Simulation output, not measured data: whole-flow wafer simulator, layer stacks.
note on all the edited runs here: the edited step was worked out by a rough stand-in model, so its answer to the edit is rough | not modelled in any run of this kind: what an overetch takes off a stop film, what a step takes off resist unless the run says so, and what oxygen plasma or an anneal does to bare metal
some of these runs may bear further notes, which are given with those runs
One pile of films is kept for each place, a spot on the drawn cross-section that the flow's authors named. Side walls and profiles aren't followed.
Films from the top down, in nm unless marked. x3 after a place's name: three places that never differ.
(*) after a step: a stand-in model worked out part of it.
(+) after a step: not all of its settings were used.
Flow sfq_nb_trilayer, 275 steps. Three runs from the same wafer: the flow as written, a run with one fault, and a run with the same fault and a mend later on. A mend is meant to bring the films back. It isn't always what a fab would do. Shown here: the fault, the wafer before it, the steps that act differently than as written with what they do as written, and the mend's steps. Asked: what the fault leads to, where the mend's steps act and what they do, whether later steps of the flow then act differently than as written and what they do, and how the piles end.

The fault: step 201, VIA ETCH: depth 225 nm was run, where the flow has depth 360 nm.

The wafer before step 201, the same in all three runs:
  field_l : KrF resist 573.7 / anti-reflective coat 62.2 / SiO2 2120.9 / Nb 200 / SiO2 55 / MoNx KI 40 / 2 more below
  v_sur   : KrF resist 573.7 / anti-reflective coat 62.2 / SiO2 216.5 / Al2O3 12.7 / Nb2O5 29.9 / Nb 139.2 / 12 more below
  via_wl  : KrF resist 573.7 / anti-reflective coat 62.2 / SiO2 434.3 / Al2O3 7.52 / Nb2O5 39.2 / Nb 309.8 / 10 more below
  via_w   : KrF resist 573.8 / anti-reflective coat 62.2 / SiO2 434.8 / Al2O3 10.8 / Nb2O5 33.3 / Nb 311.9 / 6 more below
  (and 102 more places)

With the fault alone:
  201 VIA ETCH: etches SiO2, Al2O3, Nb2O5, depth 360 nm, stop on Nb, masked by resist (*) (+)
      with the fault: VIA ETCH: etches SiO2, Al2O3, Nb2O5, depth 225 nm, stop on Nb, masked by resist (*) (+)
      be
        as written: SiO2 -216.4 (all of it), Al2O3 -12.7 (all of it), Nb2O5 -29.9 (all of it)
        with the fault: SiO2 -216.4 (all of it), Al2O3 -8.64
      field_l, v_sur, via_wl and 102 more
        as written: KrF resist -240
        with the fault: KrF resist -150
  Later steps of the flow that act differently than as written (6 more steps differ only slightly, by at most 2% or 0.5 nm, whichever is larger, and aren't shown):
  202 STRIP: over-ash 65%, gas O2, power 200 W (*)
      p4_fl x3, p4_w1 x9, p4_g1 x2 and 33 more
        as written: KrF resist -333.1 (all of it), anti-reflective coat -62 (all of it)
        with the fault: KrF resist -423.1 (all of it), anti-reflective coat -62 (all of it)
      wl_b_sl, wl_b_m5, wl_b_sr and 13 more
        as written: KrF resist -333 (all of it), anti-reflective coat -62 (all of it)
        with the fault: KrF resist -423 (all of it), anti-reflective coat -62 (all of it)
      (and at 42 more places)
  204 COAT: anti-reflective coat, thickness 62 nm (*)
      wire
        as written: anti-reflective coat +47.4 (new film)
        with the fault: anti-reflective coat +48.4 (new film)
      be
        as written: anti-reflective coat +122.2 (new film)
        with the fault: anti-reflective coat +117.1 (new film)
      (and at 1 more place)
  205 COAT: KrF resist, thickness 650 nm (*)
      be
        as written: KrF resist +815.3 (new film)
        with the fault: KrF resist +791 (new film)
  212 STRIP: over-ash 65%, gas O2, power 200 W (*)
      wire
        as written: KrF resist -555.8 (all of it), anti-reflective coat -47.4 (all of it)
        with the fault: KrF resist -557.7 (all of it), anti-reflective coat -48.4 (all of it)
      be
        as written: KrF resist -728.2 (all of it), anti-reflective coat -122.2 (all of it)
        with the fault: KrF resist -703.9 (all of it), anti-reflective coat -117.1 (all of it)
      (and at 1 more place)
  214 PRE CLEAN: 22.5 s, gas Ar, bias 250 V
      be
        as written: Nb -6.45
        with the fault: Al2O3 -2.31
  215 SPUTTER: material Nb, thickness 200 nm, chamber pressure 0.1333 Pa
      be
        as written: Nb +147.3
        with the fault: Nb +156.1 (new film)
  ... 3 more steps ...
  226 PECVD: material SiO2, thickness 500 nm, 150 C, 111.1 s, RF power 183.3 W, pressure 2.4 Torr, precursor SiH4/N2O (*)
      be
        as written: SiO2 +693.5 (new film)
        with the fault: SiO2 +646.6 (new film)
  At the end the piles differ from the flow's by more than 2% or 0.5 nm, whichever is larger, at be.
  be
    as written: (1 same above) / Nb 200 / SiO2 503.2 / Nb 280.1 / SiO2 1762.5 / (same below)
    with the fault: (1 same above) / Nb 200 / SiO2 456.3 / Nb 156.1 / Al2O3 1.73 / Nb2O5 29.9 / Nb 139.2 / SiO2 1762.5 / (same below)

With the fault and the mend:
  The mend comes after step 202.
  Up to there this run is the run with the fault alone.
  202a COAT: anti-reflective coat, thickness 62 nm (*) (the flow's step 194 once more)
      l0_sur, l0v, p4_fl x3 and 61 more
        anti-reflective coat +62 (new film)
      wl_a_sl, wl_a_m6, wl_a_sr, wl_g_sr
        anti-reflective coat +61.9 (new film)
      lsp_m, ln_m6, lsp_r
        anti-reflective coat +62.1 (new film)
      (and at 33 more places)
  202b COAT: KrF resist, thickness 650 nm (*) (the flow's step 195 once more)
      p4_fl x3, p4_w1 x9, p4_g1 x2 and 33 more
        KrF resist +650 (new film)
      wl_b_m5, wl_b_sr, wl_c_sl and 12 more
        KrF resist +649.9 (new film)
      r5r_line_l, r5r_line_c, r5r_line_r
        KrF resist +634.3 (new film)
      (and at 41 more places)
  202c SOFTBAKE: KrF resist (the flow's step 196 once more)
      changes no film at any place that is followed
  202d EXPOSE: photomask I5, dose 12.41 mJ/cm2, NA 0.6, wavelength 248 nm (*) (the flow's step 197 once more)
      changes no film at any place that is followed
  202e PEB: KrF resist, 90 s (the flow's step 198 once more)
      field_l, v_sur, via_wl and 81 more
        KrF resist -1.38
      via_w, via_wr, via_sp, wire, be_sur
        KrF resist -1.37
      ce_l, moat, field_r, wl_jj
        KrF resist -1.39
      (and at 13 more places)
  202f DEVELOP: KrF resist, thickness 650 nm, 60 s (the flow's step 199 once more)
      field_l, v_sur, via_wl and 102 more
        KrF resist -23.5
      be
        KrF resist -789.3 (all of it)
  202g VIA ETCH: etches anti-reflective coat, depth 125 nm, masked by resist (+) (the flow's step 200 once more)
      field_l, v_sur, via_wl and 102 more
        KrF resist -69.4
      be
        anti-reflective coat -117.1 (all of it), Al2O3 -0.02
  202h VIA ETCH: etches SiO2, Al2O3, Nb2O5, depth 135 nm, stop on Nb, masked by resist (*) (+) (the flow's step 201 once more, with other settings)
      field_l, v_sur, via_wl and 102 more
        KrF resist -90
      be
        Al2O3 -4.03 (all of it), Nb2O5 -29.9 (all of it)
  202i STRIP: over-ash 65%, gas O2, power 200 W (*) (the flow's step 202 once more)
      p4_fl x3, p4_w1 x9, p4_g1 x2 and 33 more
        KrF resist -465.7 (all of it), anti-reflective coat -62 (all of it)
      wl_b_sl, wl_b_m5, wl_b_sr and 7 more
        KrF resist -465.5 (all of it), anti-reflective coat -62 (all of it)
      wl_c_sr, wl_d_sl, wl_d_m1, wl_d_sr, wl_e_sl, wl_e_m5, wl_e_sr
        KrF resist -465.6 (all of it), anti-reflective coat -62 (all of it)
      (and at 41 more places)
  No later step of the flow acts differently than as written at any place that is followed.
  At the end the piles are the same as the flow's at every place that both follow.
